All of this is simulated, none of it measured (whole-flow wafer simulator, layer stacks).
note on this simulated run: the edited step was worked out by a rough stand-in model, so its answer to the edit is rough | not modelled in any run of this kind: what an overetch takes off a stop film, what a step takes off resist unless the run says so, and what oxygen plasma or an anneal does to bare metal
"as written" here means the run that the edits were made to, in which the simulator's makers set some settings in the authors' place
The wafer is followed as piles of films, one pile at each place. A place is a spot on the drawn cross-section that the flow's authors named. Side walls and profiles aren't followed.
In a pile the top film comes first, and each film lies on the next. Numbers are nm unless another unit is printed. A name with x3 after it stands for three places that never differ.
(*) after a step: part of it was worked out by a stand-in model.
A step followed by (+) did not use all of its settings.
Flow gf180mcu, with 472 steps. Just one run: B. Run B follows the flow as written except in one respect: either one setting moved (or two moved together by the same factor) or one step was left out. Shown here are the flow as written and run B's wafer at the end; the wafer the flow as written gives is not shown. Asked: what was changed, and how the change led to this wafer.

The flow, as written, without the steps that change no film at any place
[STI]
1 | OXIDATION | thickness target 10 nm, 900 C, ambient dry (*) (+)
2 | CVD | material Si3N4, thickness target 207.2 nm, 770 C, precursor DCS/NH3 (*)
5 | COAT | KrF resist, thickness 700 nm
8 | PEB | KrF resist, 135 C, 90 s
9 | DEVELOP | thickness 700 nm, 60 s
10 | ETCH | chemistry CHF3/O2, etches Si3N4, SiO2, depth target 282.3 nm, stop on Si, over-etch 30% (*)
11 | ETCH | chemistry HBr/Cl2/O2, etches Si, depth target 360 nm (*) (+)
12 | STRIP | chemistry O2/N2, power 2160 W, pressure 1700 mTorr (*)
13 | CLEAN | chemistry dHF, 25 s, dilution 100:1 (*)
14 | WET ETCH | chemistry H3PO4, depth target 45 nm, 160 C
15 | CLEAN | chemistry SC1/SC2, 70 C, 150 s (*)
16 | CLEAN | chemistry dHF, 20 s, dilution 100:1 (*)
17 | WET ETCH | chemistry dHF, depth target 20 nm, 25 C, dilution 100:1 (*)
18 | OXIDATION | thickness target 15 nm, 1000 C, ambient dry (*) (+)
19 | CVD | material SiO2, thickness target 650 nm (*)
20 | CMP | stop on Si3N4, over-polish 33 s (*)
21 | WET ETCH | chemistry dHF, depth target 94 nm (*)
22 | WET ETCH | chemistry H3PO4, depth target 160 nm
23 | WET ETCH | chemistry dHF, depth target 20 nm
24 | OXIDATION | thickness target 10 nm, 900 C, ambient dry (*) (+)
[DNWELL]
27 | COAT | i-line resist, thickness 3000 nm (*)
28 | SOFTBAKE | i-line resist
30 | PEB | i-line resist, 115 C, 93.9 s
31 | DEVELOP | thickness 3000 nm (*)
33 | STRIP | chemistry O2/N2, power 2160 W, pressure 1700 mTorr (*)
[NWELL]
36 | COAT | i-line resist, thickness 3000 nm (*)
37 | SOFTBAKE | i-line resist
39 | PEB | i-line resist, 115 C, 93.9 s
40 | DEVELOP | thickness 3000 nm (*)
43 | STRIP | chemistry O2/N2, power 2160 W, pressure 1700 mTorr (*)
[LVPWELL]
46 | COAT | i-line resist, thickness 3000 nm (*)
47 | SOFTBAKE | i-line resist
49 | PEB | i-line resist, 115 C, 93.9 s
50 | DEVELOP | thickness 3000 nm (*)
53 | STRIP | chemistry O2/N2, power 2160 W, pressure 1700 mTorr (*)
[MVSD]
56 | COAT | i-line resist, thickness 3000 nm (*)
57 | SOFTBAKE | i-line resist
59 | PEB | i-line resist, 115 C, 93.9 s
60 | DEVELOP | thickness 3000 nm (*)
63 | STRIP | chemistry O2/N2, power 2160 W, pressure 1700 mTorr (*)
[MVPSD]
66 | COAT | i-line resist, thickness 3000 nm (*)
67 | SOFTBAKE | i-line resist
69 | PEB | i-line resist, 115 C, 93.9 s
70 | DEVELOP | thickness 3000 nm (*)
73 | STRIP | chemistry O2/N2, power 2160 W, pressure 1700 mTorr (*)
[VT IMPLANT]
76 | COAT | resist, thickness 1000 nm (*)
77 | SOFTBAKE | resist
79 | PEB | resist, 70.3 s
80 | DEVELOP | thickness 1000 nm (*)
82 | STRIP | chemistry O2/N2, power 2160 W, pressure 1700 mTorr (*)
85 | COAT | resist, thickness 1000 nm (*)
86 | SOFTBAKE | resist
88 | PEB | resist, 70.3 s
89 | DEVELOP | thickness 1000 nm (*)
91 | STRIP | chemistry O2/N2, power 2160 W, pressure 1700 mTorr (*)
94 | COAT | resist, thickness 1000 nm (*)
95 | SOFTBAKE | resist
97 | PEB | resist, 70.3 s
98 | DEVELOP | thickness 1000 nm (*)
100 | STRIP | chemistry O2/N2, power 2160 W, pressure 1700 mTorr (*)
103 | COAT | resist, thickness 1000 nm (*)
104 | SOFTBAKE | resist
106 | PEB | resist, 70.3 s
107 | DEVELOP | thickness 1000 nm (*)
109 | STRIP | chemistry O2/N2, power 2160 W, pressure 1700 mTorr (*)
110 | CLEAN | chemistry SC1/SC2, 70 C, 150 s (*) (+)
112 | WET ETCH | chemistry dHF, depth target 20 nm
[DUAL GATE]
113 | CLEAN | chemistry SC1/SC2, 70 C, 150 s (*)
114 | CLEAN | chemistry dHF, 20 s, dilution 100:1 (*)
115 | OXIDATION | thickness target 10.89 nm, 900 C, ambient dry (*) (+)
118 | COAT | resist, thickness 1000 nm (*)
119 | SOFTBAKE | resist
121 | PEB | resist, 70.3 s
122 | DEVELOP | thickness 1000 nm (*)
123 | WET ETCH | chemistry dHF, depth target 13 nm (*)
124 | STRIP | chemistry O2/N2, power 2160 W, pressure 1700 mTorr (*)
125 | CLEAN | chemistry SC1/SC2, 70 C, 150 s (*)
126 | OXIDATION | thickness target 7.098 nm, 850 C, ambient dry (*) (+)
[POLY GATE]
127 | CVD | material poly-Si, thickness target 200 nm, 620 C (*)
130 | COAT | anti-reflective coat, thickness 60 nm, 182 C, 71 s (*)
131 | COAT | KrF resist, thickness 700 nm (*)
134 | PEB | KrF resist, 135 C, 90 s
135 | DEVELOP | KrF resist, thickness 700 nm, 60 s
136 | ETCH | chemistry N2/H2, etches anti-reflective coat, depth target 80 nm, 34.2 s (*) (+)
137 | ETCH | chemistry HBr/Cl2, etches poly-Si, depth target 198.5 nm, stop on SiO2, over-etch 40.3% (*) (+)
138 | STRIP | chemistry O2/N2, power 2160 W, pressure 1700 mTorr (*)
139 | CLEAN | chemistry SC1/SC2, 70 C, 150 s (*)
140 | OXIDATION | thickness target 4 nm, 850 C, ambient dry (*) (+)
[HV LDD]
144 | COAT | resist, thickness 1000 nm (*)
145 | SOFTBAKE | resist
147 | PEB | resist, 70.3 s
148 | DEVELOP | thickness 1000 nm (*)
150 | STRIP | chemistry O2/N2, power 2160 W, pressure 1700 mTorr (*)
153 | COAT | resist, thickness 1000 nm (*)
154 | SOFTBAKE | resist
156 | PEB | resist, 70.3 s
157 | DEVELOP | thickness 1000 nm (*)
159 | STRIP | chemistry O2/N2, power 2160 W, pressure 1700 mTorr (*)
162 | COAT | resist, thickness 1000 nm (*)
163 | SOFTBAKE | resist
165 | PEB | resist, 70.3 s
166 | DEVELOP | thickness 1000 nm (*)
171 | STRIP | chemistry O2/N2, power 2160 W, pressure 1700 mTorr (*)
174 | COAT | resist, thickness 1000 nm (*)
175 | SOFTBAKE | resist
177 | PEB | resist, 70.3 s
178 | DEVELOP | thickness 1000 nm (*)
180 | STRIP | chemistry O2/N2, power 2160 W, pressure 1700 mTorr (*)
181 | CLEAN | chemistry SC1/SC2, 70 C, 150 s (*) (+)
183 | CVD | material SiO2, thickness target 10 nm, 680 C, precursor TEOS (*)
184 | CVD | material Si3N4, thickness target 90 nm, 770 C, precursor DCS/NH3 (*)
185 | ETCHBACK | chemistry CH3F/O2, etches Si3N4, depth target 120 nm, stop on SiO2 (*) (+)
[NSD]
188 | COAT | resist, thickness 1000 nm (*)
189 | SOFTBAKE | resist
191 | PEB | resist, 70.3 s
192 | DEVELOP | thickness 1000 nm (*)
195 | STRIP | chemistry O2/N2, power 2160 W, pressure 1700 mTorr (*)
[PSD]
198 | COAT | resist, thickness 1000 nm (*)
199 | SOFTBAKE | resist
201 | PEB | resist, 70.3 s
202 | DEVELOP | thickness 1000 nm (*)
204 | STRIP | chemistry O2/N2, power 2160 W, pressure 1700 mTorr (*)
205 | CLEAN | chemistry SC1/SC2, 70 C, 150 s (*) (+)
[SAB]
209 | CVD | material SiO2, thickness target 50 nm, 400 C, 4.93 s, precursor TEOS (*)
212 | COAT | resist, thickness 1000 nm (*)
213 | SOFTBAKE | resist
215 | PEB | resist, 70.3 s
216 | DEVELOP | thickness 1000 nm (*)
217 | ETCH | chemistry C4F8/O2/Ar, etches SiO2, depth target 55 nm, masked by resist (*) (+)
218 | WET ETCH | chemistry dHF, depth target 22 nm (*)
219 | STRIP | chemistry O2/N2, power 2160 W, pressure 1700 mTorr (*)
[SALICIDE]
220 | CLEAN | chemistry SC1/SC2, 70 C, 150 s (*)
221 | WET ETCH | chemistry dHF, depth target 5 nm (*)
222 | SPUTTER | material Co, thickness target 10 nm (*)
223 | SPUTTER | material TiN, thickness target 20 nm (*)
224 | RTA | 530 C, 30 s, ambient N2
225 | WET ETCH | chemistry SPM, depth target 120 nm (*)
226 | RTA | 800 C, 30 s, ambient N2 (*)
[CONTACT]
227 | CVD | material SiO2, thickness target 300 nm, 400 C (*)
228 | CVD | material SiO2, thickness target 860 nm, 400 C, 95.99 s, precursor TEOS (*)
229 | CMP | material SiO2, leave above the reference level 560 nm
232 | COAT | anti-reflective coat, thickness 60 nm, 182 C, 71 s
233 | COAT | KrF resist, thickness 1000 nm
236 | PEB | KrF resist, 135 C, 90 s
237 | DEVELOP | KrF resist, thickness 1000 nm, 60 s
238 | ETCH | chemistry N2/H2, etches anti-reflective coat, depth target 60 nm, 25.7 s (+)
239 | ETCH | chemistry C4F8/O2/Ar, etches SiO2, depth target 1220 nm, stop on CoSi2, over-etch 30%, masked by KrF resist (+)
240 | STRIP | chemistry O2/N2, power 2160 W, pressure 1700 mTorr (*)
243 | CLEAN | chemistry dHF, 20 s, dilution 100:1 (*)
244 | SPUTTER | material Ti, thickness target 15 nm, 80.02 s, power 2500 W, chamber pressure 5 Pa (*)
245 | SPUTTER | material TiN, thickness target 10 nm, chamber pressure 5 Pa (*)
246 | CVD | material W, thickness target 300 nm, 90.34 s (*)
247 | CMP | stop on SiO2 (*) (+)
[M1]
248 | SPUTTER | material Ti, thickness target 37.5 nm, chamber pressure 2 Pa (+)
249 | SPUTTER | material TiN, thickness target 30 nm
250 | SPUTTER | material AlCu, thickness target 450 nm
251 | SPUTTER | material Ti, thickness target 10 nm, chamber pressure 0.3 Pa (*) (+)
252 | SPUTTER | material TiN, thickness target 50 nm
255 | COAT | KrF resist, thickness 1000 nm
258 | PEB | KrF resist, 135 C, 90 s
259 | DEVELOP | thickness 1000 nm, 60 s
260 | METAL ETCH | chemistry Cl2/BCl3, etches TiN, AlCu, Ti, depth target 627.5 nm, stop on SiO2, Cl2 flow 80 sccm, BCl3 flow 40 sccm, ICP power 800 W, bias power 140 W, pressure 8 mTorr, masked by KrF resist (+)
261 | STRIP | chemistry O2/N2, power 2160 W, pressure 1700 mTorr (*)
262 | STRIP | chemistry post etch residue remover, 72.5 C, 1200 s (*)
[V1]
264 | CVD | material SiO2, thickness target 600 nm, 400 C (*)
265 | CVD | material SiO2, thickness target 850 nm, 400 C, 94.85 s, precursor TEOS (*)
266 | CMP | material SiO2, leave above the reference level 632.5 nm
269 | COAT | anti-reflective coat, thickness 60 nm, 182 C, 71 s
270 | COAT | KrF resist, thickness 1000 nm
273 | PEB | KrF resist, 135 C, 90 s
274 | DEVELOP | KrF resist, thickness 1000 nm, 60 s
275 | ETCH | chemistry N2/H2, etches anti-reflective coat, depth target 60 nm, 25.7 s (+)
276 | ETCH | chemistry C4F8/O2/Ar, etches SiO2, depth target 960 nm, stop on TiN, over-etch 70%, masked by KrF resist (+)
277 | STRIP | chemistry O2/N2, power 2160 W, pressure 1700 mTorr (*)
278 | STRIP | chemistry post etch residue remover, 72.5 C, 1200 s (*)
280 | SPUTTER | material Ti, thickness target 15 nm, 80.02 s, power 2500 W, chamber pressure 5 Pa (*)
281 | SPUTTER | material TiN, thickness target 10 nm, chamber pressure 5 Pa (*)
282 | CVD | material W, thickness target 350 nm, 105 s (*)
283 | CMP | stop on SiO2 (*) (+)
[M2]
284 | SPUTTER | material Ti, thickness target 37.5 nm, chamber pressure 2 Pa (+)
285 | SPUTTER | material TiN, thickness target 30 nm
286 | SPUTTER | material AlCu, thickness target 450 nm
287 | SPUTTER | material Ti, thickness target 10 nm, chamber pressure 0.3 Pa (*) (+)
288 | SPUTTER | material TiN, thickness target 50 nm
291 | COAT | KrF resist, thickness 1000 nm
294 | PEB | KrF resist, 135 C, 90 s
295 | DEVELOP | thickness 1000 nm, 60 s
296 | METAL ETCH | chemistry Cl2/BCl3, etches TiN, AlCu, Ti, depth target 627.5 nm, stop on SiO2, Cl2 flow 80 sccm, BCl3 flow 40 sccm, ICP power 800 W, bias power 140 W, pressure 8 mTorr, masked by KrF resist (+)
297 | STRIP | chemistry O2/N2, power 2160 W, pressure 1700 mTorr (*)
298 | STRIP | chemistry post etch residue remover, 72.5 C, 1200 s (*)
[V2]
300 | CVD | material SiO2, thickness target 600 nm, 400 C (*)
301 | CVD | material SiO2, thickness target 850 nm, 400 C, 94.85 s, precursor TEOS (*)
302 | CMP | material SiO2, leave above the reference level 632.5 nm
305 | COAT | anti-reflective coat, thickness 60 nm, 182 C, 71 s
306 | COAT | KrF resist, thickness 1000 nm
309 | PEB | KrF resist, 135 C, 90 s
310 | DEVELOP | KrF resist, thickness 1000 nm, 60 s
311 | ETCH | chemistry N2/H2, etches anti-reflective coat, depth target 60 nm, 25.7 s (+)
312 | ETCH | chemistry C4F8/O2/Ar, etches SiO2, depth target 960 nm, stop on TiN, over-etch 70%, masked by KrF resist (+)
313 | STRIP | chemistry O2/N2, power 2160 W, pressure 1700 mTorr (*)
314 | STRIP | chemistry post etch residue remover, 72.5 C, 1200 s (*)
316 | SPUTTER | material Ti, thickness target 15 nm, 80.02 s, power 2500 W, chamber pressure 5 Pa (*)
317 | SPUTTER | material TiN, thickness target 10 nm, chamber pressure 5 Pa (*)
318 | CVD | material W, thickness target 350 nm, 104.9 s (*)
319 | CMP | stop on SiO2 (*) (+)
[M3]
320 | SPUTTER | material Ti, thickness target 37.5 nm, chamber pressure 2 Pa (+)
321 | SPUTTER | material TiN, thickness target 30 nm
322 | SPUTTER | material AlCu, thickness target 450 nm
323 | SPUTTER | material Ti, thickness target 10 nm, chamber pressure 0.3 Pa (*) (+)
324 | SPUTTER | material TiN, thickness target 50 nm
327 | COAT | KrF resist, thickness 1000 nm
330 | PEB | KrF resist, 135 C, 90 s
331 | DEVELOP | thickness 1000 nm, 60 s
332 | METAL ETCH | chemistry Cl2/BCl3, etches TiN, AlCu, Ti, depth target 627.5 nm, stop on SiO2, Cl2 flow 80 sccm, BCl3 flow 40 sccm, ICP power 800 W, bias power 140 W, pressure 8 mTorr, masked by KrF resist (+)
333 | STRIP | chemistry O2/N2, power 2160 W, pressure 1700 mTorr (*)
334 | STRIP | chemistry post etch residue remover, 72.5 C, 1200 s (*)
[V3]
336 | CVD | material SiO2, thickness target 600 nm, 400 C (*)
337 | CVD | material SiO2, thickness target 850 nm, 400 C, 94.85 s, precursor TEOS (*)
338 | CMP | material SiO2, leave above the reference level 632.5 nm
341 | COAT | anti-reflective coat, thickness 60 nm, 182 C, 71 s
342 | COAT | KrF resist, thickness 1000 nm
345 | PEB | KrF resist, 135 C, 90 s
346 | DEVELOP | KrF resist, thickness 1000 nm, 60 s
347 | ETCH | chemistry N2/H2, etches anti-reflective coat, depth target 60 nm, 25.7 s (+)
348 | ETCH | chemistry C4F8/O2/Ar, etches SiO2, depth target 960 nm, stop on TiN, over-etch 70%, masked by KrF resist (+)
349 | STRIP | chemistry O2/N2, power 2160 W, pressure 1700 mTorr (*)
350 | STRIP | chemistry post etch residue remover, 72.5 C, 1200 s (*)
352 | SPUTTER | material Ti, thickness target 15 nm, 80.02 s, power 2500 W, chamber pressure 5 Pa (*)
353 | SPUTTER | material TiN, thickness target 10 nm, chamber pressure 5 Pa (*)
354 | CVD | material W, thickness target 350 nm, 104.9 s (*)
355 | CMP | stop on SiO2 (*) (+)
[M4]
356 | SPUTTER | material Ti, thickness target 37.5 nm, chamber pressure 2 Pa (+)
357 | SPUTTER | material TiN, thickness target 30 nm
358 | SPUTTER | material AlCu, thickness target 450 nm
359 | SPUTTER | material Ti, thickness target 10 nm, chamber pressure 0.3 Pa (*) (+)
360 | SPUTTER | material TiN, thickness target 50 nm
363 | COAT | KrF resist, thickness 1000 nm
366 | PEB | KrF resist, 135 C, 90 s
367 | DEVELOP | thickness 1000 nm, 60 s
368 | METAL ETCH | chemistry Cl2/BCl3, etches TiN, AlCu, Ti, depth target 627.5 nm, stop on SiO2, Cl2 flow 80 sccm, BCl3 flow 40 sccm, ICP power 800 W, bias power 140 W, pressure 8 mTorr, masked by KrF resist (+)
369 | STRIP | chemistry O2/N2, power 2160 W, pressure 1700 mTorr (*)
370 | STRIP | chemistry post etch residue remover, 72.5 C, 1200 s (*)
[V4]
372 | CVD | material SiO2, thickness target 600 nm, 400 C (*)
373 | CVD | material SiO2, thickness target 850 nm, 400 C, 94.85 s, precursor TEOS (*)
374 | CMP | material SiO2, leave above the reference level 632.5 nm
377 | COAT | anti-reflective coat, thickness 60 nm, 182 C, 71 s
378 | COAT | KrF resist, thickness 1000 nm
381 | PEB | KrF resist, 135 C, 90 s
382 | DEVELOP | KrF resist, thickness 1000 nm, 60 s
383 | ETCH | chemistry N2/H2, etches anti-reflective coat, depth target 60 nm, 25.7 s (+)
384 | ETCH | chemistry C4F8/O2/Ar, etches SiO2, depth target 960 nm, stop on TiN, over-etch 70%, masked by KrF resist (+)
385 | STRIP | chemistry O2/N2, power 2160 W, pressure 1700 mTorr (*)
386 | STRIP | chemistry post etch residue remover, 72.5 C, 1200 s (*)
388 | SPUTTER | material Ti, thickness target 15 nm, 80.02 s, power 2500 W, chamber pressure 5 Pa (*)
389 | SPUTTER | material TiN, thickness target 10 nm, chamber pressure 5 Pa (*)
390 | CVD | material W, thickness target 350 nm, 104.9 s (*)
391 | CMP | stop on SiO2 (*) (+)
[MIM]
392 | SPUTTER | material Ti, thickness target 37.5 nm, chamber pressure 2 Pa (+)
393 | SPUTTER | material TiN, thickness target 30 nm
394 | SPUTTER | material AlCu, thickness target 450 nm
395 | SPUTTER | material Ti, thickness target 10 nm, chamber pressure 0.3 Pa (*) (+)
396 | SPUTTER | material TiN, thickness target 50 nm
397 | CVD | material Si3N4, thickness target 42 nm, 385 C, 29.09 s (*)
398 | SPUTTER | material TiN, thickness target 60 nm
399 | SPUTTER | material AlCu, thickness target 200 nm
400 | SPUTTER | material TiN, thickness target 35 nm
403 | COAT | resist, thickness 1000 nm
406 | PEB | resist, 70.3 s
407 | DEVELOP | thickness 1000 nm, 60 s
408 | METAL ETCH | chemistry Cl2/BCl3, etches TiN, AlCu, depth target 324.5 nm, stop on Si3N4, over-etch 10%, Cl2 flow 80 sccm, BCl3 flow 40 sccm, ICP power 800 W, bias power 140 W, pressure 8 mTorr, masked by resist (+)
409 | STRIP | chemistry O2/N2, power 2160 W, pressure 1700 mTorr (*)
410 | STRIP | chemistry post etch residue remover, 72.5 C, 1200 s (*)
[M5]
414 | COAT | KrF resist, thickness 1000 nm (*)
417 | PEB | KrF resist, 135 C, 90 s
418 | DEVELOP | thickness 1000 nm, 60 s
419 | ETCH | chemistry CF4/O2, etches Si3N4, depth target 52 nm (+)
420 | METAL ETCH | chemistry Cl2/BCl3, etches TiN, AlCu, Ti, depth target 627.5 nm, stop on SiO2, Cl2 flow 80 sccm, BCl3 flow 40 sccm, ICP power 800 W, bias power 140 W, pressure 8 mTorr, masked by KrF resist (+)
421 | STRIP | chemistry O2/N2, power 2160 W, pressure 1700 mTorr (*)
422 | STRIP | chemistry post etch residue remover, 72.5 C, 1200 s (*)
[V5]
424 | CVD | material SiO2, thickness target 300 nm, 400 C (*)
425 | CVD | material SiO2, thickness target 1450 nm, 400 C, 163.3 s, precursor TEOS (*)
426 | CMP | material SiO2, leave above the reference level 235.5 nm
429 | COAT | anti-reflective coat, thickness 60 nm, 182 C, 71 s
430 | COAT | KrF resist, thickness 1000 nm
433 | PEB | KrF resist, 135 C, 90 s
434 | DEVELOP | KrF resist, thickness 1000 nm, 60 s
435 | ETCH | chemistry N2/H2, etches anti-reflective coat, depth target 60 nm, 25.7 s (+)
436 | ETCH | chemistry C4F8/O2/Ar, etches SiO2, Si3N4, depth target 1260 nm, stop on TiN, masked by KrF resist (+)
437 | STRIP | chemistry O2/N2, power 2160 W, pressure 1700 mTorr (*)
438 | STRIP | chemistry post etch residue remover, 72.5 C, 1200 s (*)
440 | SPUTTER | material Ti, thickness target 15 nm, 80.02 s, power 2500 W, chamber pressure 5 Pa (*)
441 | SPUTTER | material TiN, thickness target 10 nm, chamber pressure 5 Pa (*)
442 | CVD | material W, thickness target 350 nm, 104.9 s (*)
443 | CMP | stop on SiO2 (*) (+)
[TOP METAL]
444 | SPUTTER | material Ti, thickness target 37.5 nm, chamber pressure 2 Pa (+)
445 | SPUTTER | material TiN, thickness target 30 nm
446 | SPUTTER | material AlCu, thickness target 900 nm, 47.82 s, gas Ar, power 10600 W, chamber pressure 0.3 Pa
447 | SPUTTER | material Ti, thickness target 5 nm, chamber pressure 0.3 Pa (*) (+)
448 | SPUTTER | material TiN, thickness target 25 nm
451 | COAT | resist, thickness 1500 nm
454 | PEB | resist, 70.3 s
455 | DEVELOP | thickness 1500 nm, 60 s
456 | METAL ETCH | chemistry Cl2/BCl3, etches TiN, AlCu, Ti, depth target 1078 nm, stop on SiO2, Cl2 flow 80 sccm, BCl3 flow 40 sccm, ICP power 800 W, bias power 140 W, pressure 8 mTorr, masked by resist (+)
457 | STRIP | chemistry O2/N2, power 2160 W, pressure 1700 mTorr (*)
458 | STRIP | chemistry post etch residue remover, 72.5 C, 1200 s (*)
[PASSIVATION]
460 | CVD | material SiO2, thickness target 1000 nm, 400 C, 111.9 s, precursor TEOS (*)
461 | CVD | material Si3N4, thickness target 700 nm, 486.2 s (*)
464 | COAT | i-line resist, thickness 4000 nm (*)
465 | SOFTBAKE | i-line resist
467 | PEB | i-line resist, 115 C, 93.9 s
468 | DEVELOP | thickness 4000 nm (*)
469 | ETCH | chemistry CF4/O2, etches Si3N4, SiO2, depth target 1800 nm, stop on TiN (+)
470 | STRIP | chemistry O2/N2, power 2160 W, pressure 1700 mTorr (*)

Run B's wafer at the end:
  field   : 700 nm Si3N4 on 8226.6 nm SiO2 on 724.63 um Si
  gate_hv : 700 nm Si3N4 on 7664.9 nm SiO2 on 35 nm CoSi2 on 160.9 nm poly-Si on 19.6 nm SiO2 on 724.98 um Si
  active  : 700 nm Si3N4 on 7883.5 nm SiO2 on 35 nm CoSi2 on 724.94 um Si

The reason: step 115, OXIDATION: thickness target 16.77 nm was run, though the flow has thickness target 10.89 nm.

How this came from the change, step by step:
  115 | OXIDATION | thickness target 10.89 nm, 900 C, ambient dry (*) (+)
      active, n_well, p_well and 40 more: SiO2 gains 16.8 (new film), Si loses 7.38 (in the flow as written it would be: SiO2 gains 10.9 (new film), Si loses 4.79)
      sti, mim_1p0, pad and 19 more: SiO2 gains 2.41, Si loses 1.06 (in the flow as written it would be: SiO2 gains 1.22, Si loses 0.54)
      (also at 27 further places)
  123 | WET ETCH | chemistry dHF, depth target 13 nm (*)
      active, n_well, p_well and 12 more: SiO2 loses 13 (in the flow as written it would be: SiO2 loses 10.9 (all of it))
  124 | STRIP | chemistry O2/N2, power 2160 W, pressure 1700 mTorr (*)
      active, n_well, p_well and 12 more: nothing (in the flow as written it would be: chemical SiO2 gains 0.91 (new film), Si loses 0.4)
  126 | OXIDATION | thickness target 7.098 nm, 850 C, ambient dry (*) (+)
      active, n_well, p_well and 12 more: SiO2 gains 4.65, Si loses 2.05 (in the flow as written it would be: SiO2 gains 7.1 (new film), chemical SiO2 loses 0.76 (all of it), Si loses 2.79)
      gate_hv, active_hv, active_nat and 25 more: SiO2 gains 3.2, Si loses 1.41 (in the flow as written it would be: SiO2 gains 3.72, Si loses 1.64)
  130 | COAT | anti-reflective coat, thickness 60 nm, 182 C, 71 s (*)
      p_well, spacer, sd_n: anti-reflective coat gains 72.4 (new film) (in the flow as written it would be: anti-reflective coat gains 70.9 (new film))
      ld_fp_p, ld_drift_p: anti-reflective coat gains 49.1 (new film) (in the flow as written it would be: anti-reflective coat gains 47.8 (new film))
      (also at 11 further places)
  136 | ETCH | chemistry N2/H2, etches anti-reflective coat, depth target 80 nm, 34.2 s (*) (+)
      p_well, spacer, sd_n: anti-reflective coat loses 72.4 (all of it), poly-Si loses 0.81 (in the flow as written it would be: anti-reflective coat loses 70.9 (all of it), poly-Si loses 0.85)
      ldn_dft, ldp_dft: anti-reflective coat loses 49.8 (all of it), poly-Si loses 1.39 (in the flow as written it would be: anti-reflective coat loses 48.7 (all of it), poly-Si loses 1.42)
      (also at 6 further places)
  138 | STRIP | chemistry O2/N2, power 2160 W, pressure 1700 mTorr (*)
      ld_fp_n: chemical SiO2 gains 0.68 (new film), KrF resist loses 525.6 (all of it), anti-reflective coat loses 49.1 (all of it), poly-Si loses 0.3 (in the flow as written it would be: chemical SiO2 gains 0.68 (new film), KrF resist loses 525.6 (all of it), anti-reflective coat loses 48.1 (all of it), poly-Si loses 0.3)
      ld_fp_p: chemical SiO2 gains 0.68 (new film), KrF resist loses 525.9 (all of it), anti-reflective coat loses 49.1 (all of it), poly-Si loses 0.3 (in the flow as written it would be: chemical SiO2 gains 0.68 (new film), KrF resist loses 526.2 (all of it), anti-reflective coat loses 47.8 (all of it), poly-Si loses 0.3)
      (also at 3 further places)
  189 | SOFTBAKE | resist
      field__w9: resist loses 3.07 (in the flow as written it would be: resist gains 6.92)
      active_nat: resist gains 9.34 (in the flow as written it would be: resist gains 5.49)
  199 | SOFTBAKE | resist
      field__w9: resist loses 3.07 (in the flow as written it would be: resist gains 6.92)
      active_nat: resist gains 9.34 (in the flow as written it would be: resist gains 5.49)
  218 | WET ETCH | chemistry dHF, depth target 22 nm (*)
      active, p_well, sd_n, iso_ptap_pw, iso_ntap_nw, iso_ptap_sub, vpnp_e: SiO2 loses 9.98 (all of it) (in the flow as written it would be: SiO2 loses 9.01 (all of it))
      ldn_tap, ldn_src, ldn_drn, ldp_tap, ldp_src, ldp_drn, ldp_gr: SiO2 loses 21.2 (all of it) (in the flow as written it would be: SiO2 loses 16 (all of it))
      (also at 9 further places)
